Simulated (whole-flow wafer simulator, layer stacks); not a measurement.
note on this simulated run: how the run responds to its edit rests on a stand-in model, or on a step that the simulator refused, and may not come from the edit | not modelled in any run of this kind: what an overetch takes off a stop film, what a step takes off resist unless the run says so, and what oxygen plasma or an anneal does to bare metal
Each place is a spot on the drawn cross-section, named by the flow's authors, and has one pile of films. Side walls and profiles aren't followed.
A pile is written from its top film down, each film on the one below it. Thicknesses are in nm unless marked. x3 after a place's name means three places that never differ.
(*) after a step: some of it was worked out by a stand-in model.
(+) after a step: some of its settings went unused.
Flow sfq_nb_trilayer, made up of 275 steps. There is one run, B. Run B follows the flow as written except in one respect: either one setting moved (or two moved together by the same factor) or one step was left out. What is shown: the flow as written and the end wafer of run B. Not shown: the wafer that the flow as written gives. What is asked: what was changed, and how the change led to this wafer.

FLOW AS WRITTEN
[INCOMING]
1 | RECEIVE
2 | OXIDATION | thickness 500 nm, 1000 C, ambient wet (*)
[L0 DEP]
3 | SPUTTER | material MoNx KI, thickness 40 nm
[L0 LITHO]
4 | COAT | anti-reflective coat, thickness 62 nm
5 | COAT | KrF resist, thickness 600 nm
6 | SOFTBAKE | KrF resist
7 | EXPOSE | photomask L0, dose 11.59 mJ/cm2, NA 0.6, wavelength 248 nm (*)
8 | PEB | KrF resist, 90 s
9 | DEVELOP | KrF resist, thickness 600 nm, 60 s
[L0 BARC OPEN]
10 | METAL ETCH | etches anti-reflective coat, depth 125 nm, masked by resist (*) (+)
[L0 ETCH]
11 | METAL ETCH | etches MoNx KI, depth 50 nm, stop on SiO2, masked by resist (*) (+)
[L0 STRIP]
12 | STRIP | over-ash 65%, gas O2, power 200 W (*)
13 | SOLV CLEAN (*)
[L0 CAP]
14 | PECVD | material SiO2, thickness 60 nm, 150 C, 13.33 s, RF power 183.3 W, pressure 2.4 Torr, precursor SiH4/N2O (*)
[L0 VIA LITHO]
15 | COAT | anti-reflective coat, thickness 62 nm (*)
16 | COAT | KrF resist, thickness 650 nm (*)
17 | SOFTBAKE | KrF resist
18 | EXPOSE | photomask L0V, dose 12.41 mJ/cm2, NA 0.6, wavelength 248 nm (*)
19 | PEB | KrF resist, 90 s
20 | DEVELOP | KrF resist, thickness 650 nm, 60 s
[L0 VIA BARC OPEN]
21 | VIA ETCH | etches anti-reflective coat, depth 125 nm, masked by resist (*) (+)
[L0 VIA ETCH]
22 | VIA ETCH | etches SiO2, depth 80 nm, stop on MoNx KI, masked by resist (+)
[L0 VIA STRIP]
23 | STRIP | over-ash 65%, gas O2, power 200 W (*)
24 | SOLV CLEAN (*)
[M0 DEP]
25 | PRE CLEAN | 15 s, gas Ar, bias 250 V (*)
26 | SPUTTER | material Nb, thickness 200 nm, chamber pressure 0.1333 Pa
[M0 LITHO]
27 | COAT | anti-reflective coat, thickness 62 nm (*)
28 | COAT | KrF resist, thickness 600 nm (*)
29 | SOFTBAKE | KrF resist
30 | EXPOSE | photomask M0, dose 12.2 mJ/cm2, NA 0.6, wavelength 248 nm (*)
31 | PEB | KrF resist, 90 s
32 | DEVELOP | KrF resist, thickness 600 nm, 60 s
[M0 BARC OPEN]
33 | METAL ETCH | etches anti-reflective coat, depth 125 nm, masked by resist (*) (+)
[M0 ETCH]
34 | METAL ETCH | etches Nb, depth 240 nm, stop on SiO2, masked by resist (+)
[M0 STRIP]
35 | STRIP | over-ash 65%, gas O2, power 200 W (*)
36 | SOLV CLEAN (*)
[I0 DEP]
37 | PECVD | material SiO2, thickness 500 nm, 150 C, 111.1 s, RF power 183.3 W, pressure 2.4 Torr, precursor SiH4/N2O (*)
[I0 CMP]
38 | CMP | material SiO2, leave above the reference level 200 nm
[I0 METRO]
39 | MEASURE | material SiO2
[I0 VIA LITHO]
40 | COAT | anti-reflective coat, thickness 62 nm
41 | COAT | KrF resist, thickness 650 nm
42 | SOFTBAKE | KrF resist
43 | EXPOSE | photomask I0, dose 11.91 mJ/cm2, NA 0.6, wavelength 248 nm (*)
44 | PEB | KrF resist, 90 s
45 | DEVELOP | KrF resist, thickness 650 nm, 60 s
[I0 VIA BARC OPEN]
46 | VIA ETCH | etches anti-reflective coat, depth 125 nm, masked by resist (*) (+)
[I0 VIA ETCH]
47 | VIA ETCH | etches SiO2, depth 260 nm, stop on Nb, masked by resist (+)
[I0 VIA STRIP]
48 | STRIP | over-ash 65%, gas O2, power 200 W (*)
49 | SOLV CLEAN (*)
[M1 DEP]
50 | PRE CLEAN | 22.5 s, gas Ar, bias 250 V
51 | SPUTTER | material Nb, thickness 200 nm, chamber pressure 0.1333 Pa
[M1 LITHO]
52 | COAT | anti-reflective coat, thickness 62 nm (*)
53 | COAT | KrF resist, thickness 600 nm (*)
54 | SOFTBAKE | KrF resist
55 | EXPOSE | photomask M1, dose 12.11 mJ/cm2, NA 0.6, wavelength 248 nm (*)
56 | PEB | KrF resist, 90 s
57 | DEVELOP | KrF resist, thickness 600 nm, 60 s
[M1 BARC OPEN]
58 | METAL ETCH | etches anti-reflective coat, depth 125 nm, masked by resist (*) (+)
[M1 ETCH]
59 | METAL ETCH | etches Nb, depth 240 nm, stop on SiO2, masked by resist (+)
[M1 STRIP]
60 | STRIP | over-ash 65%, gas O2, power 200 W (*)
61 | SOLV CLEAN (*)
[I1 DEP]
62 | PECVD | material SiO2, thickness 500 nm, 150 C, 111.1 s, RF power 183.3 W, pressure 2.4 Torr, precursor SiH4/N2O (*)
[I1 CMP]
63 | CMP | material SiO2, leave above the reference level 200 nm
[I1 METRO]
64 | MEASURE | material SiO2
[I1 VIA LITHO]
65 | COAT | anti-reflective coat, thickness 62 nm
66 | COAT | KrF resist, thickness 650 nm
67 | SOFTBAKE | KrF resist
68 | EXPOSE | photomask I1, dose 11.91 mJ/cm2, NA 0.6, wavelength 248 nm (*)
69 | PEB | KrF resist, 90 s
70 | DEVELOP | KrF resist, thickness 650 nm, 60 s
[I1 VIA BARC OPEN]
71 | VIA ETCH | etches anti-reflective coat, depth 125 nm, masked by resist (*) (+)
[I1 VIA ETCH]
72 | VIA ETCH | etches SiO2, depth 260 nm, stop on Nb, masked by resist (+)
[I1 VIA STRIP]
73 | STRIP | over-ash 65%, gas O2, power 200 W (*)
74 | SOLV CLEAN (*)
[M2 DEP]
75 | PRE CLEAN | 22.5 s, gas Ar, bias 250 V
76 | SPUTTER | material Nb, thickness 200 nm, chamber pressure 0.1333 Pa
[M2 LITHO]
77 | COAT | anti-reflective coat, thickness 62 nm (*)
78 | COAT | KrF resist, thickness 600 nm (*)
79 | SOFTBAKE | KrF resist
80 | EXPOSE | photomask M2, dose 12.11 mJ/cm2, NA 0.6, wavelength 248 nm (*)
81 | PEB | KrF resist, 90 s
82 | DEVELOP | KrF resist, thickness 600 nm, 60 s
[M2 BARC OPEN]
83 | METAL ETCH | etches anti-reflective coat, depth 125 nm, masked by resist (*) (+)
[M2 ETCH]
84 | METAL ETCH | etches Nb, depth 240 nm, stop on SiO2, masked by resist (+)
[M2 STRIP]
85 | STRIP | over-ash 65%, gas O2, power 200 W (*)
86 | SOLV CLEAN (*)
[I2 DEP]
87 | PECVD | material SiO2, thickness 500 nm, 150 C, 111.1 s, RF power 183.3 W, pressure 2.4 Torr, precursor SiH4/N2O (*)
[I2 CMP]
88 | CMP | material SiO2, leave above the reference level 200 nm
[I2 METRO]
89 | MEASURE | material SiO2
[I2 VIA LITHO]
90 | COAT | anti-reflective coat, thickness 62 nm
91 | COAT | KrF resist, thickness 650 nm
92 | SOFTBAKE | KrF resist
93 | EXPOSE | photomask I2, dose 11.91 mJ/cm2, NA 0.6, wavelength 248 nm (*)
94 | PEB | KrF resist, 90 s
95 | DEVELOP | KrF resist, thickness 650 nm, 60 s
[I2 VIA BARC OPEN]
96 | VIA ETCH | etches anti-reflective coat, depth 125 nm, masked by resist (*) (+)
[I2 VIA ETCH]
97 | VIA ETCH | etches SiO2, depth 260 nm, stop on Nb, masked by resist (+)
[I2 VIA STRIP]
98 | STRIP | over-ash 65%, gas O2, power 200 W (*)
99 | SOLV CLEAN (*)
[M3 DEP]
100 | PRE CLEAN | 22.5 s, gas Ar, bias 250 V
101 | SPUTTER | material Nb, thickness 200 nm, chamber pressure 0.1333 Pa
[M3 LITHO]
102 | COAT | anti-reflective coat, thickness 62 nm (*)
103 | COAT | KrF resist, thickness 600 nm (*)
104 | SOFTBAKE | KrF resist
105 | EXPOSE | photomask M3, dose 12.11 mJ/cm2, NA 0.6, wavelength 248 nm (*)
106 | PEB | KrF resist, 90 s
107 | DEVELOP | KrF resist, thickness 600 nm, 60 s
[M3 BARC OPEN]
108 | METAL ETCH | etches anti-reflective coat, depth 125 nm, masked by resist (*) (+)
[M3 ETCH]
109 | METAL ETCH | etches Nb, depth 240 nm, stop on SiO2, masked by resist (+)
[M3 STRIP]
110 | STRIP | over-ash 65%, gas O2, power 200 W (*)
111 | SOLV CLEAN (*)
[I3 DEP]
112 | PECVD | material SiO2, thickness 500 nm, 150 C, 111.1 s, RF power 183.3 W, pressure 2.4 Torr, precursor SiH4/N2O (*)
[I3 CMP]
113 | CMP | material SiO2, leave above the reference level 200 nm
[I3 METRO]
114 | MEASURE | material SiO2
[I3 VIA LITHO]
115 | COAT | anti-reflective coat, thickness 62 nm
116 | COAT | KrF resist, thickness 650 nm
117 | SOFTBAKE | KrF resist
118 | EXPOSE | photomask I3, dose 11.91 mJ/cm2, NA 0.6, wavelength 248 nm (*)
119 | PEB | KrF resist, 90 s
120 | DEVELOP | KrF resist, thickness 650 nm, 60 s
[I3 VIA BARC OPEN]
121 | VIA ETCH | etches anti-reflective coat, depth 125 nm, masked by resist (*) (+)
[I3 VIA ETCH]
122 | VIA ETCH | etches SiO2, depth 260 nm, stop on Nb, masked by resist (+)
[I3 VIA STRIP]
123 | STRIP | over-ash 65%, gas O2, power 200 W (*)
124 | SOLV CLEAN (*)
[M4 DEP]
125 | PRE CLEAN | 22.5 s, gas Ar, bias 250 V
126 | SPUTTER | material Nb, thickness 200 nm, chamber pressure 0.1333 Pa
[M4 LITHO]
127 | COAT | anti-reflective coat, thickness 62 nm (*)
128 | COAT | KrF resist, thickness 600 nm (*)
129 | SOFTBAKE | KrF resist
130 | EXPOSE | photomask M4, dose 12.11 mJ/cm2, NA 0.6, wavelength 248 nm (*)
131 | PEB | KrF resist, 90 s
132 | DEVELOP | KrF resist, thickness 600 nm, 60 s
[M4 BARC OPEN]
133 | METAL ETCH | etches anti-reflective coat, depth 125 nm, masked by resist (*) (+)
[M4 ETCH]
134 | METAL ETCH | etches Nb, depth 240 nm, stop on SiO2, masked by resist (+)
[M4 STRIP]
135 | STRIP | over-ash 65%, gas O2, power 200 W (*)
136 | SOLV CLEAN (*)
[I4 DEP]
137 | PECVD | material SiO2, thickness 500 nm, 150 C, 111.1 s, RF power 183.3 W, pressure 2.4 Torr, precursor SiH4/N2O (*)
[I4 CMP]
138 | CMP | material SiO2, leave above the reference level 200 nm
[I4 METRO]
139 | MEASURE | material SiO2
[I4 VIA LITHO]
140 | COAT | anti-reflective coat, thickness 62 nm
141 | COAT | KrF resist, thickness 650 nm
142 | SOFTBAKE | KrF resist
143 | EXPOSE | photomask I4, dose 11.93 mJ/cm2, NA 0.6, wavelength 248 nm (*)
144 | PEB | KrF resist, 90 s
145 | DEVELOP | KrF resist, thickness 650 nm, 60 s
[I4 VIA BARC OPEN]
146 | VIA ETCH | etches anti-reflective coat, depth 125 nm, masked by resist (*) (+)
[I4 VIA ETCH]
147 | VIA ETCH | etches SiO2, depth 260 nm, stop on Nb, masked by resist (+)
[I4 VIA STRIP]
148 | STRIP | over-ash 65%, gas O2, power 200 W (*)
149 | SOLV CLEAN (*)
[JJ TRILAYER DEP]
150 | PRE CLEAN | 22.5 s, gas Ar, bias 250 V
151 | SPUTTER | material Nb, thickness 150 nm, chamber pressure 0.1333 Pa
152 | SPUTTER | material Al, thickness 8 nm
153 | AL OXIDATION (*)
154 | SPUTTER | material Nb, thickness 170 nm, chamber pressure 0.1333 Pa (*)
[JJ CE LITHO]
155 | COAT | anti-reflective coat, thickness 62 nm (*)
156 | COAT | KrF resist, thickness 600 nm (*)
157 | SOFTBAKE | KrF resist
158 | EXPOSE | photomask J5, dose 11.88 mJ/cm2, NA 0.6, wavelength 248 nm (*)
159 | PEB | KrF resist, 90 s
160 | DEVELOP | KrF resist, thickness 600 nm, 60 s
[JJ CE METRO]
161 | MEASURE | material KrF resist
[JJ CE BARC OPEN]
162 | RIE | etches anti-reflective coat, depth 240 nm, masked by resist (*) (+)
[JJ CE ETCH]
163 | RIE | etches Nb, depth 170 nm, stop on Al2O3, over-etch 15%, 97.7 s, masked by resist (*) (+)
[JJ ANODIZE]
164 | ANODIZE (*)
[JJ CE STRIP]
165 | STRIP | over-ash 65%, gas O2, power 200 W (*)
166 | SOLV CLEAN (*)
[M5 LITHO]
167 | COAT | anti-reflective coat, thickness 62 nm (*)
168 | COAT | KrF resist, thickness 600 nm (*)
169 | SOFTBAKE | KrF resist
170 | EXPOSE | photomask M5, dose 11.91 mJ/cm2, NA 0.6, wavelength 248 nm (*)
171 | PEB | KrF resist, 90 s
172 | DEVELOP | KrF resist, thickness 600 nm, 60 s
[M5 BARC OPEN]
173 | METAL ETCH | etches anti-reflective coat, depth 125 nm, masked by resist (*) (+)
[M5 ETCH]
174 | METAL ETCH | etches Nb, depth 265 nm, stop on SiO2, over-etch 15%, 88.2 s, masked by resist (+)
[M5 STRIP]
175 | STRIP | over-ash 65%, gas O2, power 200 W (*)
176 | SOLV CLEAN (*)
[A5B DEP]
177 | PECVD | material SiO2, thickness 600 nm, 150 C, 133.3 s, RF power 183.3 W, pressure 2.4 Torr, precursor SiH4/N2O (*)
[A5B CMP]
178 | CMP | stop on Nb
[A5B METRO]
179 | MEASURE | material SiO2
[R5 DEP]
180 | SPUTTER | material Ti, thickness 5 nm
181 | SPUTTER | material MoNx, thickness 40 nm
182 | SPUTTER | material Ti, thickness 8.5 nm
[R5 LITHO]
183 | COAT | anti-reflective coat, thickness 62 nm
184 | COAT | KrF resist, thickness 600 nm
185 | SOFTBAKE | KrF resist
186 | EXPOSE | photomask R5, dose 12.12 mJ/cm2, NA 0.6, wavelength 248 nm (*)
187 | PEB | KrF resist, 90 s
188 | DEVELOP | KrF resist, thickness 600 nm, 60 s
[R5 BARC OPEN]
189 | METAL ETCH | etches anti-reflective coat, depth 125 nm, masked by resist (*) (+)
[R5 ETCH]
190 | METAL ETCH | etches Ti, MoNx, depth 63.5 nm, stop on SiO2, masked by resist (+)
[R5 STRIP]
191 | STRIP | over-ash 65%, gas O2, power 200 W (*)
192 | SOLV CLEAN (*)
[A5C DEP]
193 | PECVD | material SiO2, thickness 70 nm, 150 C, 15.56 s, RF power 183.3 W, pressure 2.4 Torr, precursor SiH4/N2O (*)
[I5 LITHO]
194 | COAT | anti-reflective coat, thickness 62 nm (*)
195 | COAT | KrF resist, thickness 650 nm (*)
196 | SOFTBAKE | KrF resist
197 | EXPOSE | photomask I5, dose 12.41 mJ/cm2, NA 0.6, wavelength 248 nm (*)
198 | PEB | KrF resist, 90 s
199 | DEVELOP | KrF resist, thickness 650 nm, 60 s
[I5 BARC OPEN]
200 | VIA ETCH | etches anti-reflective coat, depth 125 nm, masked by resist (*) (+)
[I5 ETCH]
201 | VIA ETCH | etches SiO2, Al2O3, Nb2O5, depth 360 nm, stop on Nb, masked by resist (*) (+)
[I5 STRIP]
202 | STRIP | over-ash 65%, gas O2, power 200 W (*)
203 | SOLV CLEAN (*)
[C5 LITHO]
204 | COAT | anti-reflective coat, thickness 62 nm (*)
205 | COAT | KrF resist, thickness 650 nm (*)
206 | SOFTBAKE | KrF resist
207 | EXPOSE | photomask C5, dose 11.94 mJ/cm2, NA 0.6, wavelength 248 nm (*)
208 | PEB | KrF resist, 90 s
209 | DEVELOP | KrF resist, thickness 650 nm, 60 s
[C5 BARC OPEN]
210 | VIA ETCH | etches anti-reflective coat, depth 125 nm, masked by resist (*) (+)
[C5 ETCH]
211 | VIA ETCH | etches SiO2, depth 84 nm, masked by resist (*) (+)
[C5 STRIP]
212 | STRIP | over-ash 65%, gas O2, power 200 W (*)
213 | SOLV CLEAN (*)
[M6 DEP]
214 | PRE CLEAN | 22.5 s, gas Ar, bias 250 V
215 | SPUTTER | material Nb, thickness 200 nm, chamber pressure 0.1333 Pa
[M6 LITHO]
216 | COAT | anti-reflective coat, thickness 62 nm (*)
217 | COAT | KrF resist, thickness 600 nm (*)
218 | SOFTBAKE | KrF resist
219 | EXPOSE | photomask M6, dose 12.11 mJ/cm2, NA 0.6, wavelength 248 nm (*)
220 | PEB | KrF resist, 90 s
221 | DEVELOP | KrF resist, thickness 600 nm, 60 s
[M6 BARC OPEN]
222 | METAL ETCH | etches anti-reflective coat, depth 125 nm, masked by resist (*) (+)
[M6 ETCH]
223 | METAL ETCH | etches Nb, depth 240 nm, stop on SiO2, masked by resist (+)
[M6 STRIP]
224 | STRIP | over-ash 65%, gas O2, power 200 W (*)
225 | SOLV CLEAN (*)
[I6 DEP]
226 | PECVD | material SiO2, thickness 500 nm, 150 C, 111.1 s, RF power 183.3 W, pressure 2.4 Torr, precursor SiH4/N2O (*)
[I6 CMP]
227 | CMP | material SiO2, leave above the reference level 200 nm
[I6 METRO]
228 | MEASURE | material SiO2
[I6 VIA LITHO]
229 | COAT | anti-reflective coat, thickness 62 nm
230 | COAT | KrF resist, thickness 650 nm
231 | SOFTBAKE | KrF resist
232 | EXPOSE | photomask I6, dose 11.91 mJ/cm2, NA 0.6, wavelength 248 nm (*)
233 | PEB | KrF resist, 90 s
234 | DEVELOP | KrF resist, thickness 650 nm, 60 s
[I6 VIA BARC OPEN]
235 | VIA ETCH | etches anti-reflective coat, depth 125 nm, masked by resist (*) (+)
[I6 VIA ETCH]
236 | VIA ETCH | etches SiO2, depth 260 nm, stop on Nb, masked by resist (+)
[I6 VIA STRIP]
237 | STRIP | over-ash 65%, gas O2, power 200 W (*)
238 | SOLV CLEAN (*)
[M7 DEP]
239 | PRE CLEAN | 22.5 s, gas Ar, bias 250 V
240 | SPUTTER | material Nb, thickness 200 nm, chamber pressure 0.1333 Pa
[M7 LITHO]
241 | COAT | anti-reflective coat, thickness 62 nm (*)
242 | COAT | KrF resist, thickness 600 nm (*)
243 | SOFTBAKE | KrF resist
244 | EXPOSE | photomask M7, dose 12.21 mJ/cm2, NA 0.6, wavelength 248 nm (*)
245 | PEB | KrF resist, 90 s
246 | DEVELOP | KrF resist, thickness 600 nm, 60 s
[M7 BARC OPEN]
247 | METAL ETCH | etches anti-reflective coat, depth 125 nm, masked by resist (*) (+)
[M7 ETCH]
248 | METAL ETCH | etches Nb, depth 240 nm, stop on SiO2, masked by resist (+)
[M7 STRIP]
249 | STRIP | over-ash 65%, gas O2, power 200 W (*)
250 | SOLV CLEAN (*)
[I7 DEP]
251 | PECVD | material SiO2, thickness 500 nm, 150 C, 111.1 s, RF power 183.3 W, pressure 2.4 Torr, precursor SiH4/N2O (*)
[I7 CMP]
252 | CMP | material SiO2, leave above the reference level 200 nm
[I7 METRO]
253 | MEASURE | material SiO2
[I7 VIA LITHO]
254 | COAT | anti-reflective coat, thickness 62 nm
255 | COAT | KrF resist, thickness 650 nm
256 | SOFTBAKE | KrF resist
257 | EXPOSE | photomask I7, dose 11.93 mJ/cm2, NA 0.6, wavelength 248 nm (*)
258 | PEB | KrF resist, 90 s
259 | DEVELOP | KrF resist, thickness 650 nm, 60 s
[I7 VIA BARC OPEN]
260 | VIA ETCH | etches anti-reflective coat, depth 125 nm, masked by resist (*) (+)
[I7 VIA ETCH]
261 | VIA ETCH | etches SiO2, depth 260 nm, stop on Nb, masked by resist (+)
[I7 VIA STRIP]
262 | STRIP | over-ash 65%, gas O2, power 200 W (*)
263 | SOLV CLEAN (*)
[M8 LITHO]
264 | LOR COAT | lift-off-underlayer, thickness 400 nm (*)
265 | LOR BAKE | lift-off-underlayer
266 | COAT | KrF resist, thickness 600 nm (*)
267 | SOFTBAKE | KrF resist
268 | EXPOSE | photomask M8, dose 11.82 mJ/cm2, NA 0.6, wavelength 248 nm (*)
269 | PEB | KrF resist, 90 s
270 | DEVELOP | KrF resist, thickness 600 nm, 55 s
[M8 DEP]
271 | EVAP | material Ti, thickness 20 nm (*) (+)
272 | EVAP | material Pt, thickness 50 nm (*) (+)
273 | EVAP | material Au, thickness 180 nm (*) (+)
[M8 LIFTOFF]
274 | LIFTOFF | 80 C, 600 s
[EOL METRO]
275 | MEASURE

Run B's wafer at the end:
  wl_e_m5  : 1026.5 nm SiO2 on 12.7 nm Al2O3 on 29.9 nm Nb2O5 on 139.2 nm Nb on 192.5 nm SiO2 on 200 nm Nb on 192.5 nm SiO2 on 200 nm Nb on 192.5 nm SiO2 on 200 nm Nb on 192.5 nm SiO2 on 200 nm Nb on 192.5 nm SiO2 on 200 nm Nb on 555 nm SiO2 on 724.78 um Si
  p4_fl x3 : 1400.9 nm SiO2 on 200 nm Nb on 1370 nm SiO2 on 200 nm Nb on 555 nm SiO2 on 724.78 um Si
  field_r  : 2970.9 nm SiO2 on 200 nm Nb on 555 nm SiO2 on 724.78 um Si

What caused this: step 215, SPUTTER: thickness 225 nm was run, whereas the flow has thickness 200 nm.

How this came from the change, step by step:
  215 | SPUTTER | material Nb, thickness 200 nm, chamber pressure 0.1333 Pa
      field_l, v_sur, via_wl and 100 more: Nb gains 225 (new film) (in the flow as written it would be: Nb gains 200 (new film))
      be: Nb gains 165.5 (in the flow as written it would be: Nb gains 147.3)
      (and at 2 other places as well)
  223 | METAL ETCH | etches Nb, depth 240 nm, stop on SiO2, masked by resist (+)
      field_l, gap, moat and 76 more: Nb loses 225 (all of it) (in the flow as written it would be: Nb loses 200 (all of it))
  226 | PECVD | material SiO2, thickness 500 nm, 150 C, 111.1 s, RF power 183.3 W, pressure 2.4 Torr, precursor SiH4/N2O (*)
      gap, wl_a_sl, m6r_space_l x2: SiO2 gains 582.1 (in the flow as written it would be: SiO2 gains 557.1)
  227 | CMP | material SiO2, leave above the reference level 200 nm
      field_l, p4_fl x3, p4_w1 x9 and 49 more: SiO2 loses 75 (in the flow as written it would be: SiO2 loses 100)
      moat, field_r, lsp_l, ln_m5, lsp_m: SiO2 loses 67.8 (in the flow as written it would be: SiO2 loses 93.6)
      (and at 8 other places as well)
